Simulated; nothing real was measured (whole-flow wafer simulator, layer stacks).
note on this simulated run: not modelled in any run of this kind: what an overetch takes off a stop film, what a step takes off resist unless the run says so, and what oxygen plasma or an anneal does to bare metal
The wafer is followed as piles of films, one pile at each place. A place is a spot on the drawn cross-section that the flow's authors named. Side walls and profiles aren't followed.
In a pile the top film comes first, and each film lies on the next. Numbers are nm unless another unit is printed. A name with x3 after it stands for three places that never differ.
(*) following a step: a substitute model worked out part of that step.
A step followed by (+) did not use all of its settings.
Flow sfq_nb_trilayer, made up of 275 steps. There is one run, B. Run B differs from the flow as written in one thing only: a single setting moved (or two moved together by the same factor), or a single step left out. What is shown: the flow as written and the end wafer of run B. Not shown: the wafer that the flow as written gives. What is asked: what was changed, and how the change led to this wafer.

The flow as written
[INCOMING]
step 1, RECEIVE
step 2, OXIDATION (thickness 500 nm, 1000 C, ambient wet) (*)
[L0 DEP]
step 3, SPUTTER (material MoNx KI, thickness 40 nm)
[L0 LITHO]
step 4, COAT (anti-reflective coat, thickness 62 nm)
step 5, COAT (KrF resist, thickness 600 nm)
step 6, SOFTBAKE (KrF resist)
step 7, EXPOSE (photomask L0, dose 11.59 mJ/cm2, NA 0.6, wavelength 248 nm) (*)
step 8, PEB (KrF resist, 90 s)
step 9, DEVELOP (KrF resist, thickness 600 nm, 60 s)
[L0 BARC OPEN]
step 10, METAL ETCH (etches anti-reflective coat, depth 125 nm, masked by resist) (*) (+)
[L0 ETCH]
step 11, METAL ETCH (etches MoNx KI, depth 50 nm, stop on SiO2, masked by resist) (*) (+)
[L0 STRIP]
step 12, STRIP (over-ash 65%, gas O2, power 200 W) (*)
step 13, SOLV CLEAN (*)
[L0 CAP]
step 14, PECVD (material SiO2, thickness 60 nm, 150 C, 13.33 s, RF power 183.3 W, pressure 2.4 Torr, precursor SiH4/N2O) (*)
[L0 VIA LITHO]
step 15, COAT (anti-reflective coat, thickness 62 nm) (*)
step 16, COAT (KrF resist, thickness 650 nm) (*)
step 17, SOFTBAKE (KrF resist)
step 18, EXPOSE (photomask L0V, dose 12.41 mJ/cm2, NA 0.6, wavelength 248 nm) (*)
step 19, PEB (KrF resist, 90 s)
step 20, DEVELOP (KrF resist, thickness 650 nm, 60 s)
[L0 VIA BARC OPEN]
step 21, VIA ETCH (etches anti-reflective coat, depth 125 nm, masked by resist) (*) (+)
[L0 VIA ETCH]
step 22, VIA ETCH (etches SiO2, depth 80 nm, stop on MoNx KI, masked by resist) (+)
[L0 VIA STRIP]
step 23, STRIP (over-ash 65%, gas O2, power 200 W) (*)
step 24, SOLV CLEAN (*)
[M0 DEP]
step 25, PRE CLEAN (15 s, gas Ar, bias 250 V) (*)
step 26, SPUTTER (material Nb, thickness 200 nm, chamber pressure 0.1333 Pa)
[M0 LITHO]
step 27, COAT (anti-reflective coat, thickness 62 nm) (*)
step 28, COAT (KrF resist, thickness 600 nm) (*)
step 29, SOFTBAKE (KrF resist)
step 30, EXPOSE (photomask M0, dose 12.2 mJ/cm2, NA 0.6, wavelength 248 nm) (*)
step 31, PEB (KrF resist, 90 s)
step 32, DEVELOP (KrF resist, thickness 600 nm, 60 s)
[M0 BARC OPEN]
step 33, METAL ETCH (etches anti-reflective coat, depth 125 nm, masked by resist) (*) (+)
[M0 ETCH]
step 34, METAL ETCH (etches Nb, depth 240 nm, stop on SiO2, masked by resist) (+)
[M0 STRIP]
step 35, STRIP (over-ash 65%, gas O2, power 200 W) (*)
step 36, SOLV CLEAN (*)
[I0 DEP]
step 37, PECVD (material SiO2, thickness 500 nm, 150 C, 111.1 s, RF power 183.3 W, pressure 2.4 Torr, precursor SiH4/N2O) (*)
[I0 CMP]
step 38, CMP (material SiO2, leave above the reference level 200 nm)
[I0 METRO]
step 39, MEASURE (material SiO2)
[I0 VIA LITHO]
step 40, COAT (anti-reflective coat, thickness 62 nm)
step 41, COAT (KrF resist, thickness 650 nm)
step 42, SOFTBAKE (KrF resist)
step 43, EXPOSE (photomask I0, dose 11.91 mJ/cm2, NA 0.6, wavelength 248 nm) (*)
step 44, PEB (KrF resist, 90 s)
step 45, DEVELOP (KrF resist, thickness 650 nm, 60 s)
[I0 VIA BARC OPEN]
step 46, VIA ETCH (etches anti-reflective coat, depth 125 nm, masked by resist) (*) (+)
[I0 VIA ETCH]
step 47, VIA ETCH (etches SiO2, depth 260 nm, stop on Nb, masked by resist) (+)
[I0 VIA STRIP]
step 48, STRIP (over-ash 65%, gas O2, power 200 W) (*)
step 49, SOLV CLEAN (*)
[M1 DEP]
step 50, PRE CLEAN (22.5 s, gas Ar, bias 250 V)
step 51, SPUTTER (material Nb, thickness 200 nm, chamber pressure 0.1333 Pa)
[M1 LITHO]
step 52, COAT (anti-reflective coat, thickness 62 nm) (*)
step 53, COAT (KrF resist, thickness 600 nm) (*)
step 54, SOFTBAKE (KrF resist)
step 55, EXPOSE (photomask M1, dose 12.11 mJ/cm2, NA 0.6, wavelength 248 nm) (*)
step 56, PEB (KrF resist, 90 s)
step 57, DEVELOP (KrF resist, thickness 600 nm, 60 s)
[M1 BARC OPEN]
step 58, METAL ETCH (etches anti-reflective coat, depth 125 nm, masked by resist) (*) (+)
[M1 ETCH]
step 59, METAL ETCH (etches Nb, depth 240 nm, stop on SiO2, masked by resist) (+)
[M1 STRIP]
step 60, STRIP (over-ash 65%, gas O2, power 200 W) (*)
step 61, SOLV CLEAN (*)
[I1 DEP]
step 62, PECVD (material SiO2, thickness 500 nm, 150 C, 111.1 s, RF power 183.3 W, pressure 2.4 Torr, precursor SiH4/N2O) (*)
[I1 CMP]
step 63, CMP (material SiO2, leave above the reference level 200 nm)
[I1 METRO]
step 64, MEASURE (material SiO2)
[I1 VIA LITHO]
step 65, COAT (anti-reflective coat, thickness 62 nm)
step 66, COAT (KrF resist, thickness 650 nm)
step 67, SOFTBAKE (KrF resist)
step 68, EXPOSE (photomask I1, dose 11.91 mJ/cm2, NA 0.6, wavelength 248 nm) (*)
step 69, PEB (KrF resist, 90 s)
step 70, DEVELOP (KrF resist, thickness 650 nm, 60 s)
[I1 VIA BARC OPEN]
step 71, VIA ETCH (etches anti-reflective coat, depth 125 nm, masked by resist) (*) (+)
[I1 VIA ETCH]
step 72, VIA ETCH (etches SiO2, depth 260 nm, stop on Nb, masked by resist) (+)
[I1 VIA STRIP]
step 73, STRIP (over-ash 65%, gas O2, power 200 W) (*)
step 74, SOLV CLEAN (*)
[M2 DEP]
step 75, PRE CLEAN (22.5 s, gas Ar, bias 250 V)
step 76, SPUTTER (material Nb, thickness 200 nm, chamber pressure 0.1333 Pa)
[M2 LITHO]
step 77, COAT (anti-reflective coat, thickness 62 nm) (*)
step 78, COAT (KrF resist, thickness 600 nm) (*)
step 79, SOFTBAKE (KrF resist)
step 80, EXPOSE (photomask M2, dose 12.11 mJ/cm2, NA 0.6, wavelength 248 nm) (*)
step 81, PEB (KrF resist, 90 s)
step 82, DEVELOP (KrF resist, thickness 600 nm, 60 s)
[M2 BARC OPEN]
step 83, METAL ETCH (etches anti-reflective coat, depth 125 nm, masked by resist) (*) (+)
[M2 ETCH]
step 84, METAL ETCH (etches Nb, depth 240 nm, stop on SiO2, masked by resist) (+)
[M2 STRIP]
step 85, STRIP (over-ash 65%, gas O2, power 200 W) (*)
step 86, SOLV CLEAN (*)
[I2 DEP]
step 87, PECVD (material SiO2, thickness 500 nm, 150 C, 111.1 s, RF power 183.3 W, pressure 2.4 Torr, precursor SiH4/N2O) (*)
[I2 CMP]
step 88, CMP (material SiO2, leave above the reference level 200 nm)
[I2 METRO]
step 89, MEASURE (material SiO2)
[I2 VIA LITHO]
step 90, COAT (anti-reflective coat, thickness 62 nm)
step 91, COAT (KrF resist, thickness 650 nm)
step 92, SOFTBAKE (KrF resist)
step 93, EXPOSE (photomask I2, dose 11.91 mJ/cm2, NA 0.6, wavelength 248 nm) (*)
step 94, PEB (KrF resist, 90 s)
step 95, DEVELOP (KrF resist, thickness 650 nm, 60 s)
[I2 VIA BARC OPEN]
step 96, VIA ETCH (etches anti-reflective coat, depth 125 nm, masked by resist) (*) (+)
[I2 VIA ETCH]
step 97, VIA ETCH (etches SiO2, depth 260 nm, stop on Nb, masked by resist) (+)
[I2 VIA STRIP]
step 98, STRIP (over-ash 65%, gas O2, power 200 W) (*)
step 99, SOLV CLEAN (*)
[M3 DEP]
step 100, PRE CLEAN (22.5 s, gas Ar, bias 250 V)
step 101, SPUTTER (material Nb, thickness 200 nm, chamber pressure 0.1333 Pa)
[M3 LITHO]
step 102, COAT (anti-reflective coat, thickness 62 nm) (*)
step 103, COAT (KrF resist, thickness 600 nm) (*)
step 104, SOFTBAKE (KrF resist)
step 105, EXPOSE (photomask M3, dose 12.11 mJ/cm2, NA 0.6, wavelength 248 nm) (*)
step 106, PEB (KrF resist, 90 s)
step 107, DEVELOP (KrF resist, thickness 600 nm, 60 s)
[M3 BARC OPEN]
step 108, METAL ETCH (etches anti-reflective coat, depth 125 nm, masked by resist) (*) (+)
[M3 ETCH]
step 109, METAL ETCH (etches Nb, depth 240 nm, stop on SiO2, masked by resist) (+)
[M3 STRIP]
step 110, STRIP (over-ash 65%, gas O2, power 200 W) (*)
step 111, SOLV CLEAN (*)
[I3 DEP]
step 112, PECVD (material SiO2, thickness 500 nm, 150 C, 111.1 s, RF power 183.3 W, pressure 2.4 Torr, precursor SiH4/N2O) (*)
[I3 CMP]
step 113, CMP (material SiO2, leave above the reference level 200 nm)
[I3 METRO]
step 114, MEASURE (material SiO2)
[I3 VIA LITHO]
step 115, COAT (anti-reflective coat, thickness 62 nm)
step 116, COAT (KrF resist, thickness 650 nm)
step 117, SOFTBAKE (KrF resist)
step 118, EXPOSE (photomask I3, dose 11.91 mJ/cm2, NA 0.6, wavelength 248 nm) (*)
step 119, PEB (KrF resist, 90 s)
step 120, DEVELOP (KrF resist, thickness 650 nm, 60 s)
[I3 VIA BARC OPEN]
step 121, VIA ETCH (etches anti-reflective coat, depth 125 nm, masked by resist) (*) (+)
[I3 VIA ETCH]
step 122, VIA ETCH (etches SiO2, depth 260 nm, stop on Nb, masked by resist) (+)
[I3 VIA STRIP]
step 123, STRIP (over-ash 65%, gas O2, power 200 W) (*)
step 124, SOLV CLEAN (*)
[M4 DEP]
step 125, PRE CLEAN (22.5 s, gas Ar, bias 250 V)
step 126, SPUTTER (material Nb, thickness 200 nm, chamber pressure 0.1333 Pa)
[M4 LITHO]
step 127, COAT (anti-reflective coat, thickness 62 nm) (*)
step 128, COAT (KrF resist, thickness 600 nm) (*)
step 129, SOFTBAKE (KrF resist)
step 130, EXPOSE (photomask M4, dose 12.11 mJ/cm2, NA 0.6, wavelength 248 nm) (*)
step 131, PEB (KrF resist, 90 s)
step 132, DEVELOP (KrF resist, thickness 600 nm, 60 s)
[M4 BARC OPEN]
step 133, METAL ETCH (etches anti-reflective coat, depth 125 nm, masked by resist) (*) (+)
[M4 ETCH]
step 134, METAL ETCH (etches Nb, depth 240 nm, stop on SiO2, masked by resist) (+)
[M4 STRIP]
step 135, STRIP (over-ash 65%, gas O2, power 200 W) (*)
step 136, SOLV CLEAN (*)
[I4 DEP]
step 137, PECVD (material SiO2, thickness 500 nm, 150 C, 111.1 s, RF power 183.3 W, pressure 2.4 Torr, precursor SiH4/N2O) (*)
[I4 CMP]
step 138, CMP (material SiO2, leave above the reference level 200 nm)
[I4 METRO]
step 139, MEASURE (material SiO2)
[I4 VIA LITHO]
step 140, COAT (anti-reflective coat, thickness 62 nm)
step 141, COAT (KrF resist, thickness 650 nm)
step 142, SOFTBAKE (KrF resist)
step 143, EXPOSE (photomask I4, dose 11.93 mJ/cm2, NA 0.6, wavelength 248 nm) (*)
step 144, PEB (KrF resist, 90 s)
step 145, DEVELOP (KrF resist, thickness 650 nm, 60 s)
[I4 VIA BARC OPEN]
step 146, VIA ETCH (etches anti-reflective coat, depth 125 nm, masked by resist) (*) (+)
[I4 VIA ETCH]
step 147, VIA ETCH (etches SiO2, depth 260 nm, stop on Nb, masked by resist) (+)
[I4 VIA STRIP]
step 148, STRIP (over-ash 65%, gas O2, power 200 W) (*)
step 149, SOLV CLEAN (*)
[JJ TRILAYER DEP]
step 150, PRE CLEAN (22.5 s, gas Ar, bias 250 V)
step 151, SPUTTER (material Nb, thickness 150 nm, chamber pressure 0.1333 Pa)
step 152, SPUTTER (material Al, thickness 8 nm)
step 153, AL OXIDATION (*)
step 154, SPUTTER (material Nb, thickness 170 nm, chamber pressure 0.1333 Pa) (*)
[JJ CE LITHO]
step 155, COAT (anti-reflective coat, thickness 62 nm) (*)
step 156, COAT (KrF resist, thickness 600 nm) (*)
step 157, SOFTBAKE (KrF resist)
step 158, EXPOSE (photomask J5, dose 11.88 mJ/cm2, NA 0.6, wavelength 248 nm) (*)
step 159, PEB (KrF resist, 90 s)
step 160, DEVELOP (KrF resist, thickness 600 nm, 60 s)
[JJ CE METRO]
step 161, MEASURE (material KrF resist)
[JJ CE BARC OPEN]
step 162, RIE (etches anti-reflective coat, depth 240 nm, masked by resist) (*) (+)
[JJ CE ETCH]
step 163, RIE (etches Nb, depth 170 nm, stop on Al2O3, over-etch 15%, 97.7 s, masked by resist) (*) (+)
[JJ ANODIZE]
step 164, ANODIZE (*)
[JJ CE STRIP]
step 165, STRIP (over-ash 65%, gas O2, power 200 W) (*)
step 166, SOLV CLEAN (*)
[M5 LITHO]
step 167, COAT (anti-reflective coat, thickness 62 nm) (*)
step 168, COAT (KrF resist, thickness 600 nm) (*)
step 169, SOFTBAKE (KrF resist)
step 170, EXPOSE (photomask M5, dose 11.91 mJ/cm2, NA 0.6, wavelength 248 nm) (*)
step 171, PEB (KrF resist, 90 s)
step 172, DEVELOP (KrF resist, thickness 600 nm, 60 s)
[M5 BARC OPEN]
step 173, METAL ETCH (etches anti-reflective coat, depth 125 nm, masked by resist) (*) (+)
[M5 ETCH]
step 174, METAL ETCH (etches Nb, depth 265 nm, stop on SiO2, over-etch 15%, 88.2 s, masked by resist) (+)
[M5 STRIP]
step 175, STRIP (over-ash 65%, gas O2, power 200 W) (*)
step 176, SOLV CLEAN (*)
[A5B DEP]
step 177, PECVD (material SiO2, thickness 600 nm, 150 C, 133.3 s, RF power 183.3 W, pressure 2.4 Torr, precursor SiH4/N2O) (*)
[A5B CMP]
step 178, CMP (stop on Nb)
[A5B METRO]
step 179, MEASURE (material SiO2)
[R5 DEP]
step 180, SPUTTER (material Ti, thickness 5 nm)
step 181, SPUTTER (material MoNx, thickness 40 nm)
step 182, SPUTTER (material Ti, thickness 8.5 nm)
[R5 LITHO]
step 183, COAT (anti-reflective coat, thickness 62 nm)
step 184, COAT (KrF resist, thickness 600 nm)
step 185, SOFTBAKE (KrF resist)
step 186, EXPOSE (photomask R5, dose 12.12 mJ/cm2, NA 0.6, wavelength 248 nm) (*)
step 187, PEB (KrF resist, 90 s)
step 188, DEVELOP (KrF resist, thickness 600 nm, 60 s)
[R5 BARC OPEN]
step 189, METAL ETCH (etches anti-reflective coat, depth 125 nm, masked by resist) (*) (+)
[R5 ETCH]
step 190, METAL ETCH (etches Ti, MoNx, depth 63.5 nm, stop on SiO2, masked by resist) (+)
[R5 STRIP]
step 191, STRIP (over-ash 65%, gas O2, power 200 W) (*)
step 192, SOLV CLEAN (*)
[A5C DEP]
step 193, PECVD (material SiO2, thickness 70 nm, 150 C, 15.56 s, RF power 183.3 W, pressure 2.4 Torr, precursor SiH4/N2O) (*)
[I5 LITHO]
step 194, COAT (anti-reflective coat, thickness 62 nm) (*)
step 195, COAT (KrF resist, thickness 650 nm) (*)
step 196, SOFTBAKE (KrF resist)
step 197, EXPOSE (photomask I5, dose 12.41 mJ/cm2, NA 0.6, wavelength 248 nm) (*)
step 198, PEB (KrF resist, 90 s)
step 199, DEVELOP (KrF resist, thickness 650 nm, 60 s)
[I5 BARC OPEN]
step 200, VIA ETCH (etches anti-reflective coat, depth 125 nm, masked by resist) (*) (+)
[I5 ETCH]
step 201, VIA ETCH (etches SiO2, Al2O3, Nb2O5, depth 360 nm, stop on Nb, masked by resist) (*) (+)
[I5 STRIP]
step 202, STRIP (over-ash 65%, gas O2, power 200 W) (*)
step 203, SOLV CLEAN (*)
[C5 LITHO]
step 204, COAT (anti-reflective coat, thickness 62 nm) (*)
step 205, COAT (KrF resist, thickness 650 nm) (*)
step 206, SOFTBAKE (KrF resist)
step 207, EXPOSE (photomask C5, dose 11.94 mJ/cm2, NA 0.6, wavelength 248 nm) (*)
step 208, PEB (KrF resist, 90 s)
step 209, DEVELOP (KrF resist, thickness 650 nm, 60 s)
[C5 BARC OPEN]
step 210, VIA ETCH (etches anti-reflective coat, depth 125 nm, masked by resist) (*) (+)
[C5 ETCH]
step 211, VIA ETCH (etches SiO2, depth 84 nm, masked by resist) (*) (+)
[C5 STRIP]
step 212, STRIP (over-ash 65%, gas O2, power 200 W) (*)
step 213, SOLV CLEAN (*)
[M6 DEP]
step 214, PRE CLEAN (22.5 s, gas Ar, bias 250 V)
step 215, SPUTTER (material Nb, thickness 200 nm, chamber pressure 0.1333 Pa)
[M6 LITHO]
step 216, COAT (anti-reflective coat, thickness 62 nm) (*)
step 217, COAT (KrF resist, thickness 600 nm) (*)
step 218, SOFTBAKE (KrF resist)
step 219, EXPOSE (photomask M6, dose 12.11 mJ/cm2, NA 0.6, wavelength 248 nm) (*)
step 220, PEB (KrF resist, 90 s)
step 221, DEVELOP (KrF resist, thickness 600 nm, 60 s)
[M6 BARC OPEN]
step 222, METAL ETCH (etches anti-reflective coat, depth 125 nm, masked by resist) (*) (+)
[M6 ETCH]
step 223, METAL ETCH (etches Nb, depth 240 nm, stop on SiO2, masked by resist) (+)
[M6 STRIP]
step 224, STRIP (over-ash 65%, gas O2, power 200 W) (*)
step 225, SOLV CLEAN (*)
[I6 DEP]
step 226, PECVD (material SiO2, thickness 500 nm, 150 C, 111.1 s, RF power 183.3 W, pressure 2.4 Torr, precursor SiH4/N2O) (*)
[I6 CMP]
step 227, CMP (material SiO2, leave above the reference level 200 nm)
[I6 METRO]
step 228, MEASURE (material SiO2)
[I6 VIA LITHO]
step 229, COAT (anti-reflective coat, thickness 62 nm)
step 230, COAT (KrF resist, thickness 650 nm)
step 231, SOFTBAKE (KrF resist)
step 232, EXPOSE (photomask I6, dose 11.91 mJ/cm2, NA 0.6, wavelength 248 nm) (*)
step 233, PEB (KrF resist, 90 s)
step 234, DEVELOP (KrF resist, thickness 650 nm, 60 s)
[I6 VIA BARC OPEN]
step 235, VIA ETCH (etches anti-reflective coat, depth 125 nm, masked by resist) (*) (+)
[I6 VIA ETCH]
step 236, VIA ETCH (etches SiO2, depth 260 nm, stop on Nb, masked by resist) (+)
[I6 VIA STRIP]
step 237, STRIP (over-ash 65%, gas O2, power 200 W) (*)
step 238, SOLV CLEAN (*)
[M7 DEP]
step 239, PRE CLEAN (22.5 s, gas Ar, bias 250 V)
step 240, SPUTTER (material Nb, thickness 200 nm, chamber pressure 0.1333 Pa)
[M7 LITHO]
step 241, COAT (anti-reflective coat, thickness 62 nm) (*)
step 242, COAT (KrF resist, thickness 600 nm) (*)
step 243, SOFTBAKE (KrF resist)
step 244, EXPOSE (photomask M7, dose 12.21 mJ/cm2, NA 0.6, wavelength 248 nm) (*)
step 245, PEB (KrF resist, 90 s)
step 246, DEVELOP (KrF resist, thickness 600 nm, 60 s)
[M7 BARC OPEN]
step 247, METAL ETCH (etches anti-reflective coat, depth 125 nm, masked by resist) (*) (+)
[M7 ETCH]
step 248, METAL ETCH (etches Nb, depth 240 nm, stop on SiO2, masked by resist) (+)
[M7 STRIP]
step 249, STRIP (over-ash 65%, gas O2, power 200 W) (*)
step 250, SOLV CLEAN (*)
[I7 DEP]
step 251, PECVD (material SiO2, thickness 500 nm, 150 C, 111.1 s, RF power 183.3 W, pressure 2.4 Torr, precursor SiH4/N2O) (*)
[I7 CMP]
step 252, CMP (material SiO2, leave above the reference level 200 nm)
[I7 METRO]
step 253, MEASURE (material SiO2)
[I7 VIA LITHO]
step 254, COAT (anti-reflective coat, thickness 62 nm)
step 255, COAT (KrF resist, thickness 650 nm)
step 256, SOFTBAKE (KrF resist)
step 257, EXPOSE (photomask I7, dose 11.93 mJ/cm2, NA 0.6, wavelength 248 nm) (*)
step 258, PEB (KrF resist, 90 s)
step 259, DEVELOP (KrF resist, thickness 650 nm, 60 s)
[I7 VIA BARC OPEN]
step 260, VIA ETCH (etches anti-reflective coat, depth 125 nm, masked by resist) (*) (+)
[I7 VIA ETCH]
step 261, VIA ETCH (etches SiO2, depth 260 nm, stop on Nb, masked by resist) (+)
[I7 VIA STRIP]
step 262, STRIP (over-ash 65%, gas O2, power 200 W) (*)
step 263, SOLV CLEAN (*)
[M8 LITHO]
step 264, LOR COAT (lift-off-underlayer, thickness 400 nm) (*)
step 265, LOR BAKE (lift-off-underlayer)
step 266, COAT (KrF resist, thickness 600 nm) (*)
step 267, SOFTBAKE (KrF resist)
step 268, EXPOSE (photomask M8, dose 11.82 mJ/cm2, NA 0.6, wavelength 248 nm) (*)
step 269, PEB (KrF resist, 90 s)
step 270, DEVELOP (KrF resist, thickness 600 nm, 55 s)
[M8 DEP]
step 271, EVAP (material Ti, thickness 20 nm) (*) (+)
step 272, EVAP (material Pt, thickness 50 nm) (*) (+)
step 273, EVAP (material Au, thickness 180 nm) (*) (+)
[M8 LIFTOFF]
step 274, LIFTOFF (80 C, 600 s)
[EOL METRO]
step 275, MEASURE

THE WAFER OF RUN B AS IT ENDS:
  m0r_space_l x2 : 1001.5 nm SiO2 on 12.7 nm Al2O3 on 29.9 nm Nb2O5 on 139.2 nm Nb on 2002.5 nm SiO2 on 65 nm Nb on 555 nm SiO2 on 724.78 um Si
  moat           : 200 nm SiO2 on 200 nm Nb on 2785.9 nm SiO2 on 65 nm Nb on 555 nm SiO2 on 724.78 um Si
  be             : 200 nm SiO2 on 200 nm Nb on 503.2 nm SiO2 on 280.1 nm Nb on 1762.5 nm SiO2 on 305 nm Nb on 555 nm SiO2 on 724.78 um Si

The reason: step 26, SPUTTER: thickness 305 nm was run, while the flow as written has thickness 200 nm.
The wafer lets one read it off: be has Nb 305, and step 26 as written asks for 200 nm.

The path from the change to this, step by step:
  step 26, SPUTTER (material Nb, thickness 200 nm, chamber pressure 0.1333 Pa)
      field_l, v_sur, via_wl and 102 more: +305 Nb (new film) (in the flow as written it would be: +200 Nb (new film))
      l0v: +301 Nb (new film) (in the flow as written it would be: +195.7 Nb (new film))
  step 34, METAL ETCH (etches Nb, depth 240 nm, stop on SiO2, masked by resist) (+)
      moat, m0r_space_l x2: -240 Nb (in the flow as written it would be: -200 Nb (all of it))
  step 37, PECVD (material SiO2, thickness 500 nm, 150 C, 111.1 s, RF power 183.3 W, pressure 2.4 Torr, precursor SiH4/N2O) (*)
      moat, m0r_space_l x2: +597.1 SiO2 (new film) (in the flow as written it would be: +557.1 SiO2)
Taking metal films that touch as one body, m0r_space_l x2 has 2 bodies (between them, from the top down: SiO2 2002.5); the flow as written gives 1 body.
Taking metal films that touch as one body, moat has 2 bodies (between them, from the top down: SiO2 2785.9); the flow as written gives 1 body.
